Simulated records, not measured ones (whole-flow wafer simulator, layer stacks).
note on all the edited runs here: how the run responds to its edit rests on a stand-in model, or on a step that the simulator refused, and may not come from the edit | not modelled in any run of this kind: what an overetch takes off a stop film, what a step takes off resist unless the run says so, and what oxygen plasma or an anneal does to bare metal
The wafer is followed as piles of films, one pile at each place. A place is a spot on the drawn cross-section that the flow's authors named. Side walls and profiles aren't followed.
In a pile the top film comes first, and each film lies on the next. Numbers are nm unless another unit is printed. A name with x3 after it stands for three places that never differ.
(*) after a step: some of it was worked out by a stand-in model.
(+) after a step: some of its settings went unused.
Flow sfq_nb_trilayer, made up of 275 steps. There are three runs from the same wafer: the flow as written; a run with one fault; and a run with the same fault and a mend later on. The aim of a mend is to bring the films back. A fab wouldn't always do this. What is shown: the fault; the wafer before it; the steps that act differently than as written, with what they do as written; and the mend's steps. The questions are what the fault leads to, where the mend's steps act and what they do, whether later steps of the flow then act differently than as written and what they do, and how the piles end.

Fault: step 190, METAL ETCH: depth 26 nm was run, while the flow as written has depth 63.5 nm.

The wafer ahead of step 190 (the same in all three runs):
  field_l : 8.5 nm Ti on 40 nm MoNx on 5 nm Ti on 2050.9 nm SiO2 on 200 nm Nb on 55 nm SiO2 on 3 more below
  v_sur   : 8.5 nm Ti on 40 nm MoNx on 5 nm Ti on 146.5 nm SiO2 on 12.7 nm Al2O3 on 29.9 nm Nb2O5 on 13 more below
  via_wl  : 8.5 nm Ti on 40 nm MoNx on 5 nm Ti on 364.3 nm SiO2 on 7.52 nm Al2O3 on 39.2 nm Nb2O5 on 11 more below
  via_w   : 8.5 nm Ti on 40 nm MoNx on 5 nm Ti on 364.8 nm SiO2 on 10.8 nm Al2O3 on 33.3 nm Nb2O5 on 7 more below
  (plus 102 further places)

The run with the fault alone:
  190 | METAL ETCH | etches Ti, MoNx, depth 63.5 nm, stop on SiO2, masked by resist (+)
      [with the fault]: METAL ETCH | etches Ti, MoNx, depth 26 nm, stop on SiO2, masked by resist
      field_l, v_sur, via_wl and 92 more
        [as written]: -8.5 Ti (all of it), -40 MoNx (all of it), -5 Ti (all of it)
        [with the fault]: -8.5 Ti (all of it), -17.5 MoNx
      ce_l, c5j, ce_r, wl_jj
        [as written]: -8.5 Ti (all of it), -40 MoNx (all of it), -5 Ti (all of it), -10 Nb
        [with the fault]: -8.5 Ti (all of it), -17.5 MoNx
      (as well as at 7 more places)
  Steps later in the flow that act otherwise than as written (7 more steps, not shown, differ only slightly: by at most 2% or 0.5 nm, whichever is larger):
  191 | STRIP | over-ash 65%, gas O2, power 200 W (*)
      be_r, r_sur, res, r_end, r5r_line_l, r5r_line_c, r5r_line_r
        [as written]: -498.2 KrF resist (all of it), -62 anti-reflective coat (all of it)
        [with the fault]: -513.2 KrF resist (all of it), -62 anti-reflective coat (all of it)
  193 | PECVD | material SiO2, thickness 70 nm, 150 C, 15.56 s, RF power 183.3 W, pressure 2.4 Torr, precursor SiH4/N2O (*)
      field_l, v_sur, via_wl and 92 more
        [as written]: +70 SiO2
        [with the fault]: +70 SiO2 (new film)
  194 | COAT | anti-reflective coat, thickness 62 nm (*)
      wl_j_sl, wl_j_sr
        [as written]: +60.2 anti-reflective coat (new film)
        [with the fault]: +62 anti-reflective coat (new film)
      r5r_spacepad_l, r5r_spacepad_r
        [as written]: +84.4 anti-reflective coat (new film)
        [with the fault]: +72.6 anti-reflective coat (new film)
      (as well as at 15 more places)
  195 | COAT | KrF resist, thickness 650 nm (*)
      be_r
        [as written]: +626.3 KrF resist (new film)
        [with the fault]: +639.1 KrF resist (new film)
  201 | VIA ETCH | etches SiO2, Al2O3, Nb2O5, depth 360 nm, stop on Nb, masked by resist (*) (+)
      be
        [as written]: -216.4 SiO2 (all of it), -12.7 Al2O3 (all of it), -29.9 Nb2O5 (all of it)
        [with the fault]: -69.8 SiO2 (all of it), -22.5 MoNx (all of it), -5 Ti (all of it), -146.5 SiO2 (all of it), -12.7 Al2O3 (all of it), -29.9 Nb2O5 (all of it)
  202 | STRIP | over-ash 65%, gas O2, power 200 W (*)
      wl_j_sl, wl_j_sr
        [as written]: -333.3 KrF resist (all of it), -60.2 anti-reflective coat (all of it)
        [with the fault]: -333.3 KrF resist (all of it), -62 anti-reflective coat (all of it)
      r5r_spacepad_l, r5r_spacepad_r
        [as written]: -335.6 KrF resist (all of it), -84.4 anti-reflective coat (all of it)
        [with the fault]: -334.4 KrF resist (all of it), -72.6 anti-reflective coat (all of it)
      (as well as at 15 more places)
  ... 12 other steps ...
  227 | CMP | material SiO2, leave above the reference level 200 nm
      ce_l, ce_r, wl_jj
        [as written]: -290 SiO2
        [with the fault]: -300 SiO2
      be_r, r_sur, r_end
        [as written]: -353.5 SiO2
        [with the fault]: -326 SiO2
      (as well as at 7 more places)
  At field_l, v_sur, via_wl and 103 more, the piles at the end differ from the flow's by more than 2% or 0.5 nm, whichever is larger.
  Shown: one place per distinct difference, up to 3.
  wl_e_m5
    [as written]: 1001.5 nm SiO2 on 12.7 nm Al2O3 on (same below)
    [with the fault]: 855 nm SiO2 on 22.5 nm MoNx on 5 nm Ti on 146.5 nm SiO2 on 12.7 nm Al2O3 on (same below)
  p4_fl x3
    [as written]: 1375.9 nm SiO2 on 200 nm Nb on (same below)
    [with the fault]: 855 nm SiO2 on 22.5 nm MoNx on 5 nm Ti on 520.9 nm SiO2 on 200 nm Nb on (same below)
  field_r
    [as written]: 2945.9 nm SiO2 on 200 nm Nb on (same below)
    [with the fault]: 855 nm SiO2 on 22.5 nm MoNx on 5 nm Ti on 2090.9 nm SiO2 on 200 nm Nb on (same below)

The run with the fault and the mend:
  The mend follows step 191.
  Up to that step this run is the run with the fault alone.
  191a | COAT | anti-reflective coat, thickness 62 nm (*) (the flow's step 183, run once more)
      p4_fl x3, p4_w1 x9, p4_g1 x2 and 57 more
        +62 anti-reflective coat (new film)
      field_l, v_sur, via_wl and 6 more
        +62.1 anti-reflective coat (new film)
      wire, be, be_sur, ln_m5, lsp_m, ln_m6, lsp_r
        +62.2 anti-reflective coat (new film)
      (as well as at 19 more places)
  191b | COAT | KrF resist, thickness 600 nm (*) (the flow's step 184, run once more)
      p4_fl x3, p4_w1 x9, p4_g1 x2 and 57 more
        +600 KrF resist (new film)
      field_l, v_sur, via_wl, via_w, via_wr
        +600.3 KrF resist (new film)
      via_sp, via_v, l0_sur, l0v
        +600.4 KrF resist (new film)
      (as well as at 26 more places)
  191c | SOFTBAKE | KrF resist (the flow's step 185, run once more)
      does not change any film at any place that is followed
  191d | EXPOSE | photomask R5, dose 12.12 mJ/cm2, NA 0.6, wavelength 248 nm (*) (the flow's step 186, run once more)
      does not change any film at any place that is followed
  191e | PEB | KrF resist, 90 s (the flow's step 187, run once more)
      field_l, v_sur, via_wl and 82 more
        -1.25 KrF resist
      be_sur, gap, jj_sur and 11 more
        -1.26 KrF resist
      be_r, r_sur, res, r_end
        -1.23 KrF resist
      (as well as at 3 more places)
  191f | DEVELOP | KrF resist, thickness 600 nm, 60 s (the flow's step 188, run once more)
      p4_fl x3, p4_w1 x9, p4_g1 x2 and 57 more
        -598.7 KrF resist (all of it)
      be_r, r_sur, res, r_end, r5r_line_l, r5r_line_c, r5r_line_r
        -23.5 KrF resist
      via_wl, via_w, via_wr, via_sp, l0v
        -599.1 KrF resist (all of it)
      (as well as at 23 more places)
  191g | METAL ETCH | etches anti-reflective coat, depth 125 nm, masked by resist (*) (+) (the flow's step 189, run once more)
      p4_fl x3, p4_w1 x9, p4_g1 x2 and 57 more
        -62 anti-reflective coat (all of it)
      field_l, v_sur, via_wl and 6 more
        -62.1 anti-reflective coat (all of it)
      wire, be, be_sur, ln_m5, lsp_m, ln_m6, lsp_r
        -62.2 anti-reflective coat (all of it)
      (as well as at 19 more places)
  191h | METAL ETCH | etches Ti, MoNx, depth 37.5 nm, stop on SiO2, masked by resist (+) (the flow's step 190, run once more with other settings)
      field_l, v_sur, via_wl and 92 more
        -22.5 MoNx (all of it), -5 Ti (all of it)
      be_r, r_sur, res, r_end, r5r_line_l, r5r_line_c, r5r_line_r
        -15 KrF resist
      ce_l, c5j, ce_r, wl_jj
        -22.5 MoNx (all of it), -5 Ti (all of it), -10 Nb
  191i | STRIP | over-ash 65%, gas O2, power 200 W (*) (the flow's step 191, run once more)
      r5r_line_l, r5r_line_c, r5r_line_r
        -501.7 KrF resist (all of it), -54 anti-reflective coat (all of it)
      be_r
        -498 KrF resist (all of it), -57.4 anti-reflective coat (all of it)
      r_sur
        -497.7 KrF resist (all of it), -59.7 anti-reflective coat (all of it)
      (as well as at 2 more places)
  Later steps of the flow that are run all act as written at every place that is followed.
  The piles end the same as the flow's at every place that both follow.
